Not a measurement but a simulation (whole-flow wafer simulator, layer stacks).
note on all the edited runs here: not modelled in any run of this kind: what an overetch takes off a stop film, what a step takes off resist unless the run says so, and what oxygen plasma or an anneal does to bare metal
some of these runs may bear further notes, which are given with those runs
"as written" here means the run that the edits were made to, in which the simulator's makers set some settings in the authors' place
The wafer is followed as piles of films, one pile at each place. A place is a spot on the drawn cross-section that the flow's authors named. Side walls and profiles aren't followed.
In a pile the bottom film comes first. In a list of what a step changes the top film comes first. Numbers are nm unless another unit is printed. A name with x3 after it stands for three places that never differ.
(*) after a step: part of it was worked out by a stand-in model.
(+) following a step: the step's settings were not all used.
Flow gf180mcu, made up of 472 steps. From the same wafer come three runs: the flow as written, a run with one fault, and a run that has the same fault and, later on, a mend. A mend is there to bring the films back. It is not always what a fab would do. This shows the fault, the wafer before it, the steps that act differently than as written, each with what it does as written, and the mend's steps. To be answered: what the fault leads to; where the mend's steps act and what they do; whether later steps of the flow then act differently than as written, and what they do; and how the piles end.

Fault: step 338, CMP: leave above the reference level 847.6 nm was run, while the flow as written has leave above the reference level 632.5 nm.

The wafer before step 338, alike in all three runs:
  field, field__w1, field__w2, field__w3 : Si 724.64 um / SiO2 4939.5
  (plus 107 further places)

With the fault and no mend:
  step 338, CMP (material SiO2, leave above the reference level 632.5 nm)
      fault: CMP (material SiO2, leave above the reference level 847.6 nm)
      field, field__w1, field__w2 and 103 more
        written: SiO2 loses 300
        fault: SiO2 loses 84.9
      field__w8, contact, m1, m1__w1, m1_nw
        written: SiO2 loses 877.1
        fault: SiO2 loses 662
  Later steps of the flow acting differently than as written:
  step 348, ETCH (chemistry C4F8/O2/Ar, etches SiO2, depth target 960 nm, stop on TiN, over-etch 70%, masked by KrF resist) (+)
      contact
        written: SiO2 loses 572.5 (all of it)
        fault: SiO2 loses 787.6 (all of it)
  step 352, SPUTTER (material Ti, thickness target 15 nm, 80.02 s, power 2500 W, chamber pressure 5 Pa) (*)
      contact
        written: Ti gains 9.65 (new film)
        fault: Ti gains 8.52 (new film)
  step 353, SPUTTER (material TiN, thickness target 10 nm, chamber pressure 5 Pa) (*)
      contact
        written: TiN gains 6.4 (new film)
        fault: TiN gains 5.65 (new film)
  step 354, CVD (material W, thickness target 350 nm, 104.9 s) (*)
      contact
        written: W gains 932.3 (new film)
        fault: W gains 1149.3 (new film)
  By the end, the piles at field, field__w1, field__w2 and 109 more depart from the flow's by more than 2% or 0.5 nm, whichever is larger.
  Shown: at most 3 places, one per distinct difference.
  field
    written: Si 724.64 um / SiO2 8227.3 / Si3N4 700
    fault: Si 724.64 um / SiO2 8442.4 / Si3N4 700
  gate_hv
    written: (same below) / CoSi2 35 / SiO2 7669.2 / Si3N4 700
    fault: (same below) / CoSi2 35 / SiO2 7884.3 / Si3N4 700
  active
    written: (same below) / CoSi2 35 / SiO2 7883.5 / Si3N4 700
    fault: (same below) / CoSi2 35 / SiO2 8098.6 / Si3N4 700

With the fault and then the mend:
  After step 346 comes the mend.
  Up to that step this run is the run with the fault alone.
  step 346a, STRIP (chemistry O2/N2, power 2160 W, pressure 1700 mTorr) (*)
      field, field__w1, field__w2 and 107 more
        KrF resist loses 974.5 (all of it), anti-reflective coat loses 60 (all of it)
      contact
        anti-reflective coat loses 60 (all of it)
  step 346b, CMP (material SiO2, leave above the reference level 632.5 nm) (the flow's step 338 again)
      field, field__w1, field__w2 and 108 more
        SiO2 loses 215.1
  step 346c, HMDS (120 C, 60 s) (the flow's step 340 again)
      alters no film at any place that is followed
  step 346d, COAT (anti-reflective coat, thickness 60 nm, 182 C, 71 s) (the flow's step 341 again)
      field, field__w1, field__w2 and 108 more
        anti-reflective coat gains 60 (new film)
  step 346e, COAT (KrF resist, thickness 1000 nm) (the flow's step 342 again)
      field, field__w1, field__w2 and 108 more
        KrF resist gains 1000 (new film)
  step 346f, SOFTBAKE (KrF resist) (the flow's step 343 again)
      alters no film at any place that is followed
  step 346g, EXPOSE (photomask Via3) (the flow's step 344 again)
      alters no film at any place that is followed
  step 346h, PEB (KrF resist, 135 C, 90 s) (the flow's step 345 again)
      field, field__w1, field__w2 and 108 more
        KrF resist loses 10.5
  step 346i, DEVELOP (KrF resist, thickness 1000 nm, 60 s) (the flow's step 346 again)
      field, field__w1, field__w2 and 107 more
        KrF resist loses 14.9
      contact
        KrF resist loses 989.5 (all of it)
  None of the later steps of the flow acts differently than as written at any place that is followed.
  The piles end the same as the flow's at every place that both follow.
